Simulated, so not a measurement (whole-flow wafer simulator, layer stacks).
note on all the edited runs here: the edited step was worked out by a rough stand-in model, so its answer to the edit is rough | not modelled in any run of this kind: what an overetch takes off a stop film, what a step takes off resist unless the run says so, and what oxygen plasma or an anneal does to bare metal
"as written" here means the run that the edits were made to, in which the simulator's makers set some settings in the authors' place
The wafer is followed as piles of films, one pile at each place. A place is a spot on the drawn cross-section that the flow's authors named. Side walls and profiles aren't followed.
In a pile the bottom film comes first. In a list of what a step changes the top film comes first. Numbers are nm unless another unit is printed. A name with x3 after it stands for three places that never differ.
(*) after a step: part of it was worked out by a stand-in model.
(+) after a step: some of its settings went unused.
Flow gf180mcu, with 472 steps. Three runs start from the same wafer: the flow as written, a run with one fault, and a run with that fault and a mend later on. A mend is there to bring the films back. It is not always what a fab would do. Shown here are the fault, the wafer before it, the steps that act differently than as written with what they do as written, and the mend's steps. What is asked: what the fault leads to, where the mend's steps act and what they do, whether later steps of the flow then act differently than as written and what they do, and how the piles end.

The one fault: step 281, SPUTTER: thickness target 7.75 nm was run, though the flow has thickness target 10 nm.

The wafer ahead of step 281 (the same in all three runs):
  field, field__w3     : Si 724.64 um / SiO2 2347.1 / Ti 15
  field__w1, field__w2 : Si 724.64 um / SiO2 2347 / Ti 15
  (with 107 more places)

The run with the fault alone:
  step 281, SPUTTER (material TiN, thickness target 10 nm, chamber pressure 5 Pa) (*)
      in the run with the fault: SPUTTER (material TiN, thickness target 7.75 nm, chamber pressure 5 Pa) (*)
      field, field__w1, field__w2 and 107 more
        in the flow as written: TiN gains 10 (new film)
        in the run with the fault: TiN gains 7.75 (new film)
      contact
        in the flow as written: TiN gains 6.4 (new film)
        in the run with the fault: TiN gains 4.97 (new film)
  Steps later in the flow that act otherwise than as written (1 other step is not shown; it differs only slightly, by no more than 2% or 0.5 nm, whichever is larger):
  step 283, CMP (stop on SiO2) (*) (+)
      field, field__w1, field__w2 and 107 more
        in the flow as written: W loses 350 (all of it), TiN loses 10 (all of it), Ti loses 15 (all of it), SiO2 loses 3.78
        in the run with the fault: W loses 350 (all of it), TiN loses 7.75 (all of it), Ti loses 15 (all of it), SiO2 loses 3.76
  At contact, the piles at the end differ from the flow's by more than 2% or 0.5 nm, whichever is larger.
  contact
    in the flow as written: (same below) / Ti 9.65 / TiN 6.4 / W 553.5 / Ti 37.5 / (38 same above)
    in the run with the fault: (same below) / Ti 9.65 / TiN 4.97 / W 555 / Ti 37.5 / (38 same above)

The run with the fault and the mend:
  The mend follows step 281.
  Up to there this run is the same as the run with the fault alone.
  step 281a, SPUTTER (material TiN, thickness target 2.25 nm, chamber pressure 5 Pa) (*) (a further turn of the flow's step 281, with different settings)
      field, field__w1, field__w2 and 107 more
        TiN gains 2.25
      contact
        TiN gains 1.44
  Every later step of the flow that is run acts as written at every place that is followed.
  The piles end the same as the flow's at every place that both follow.
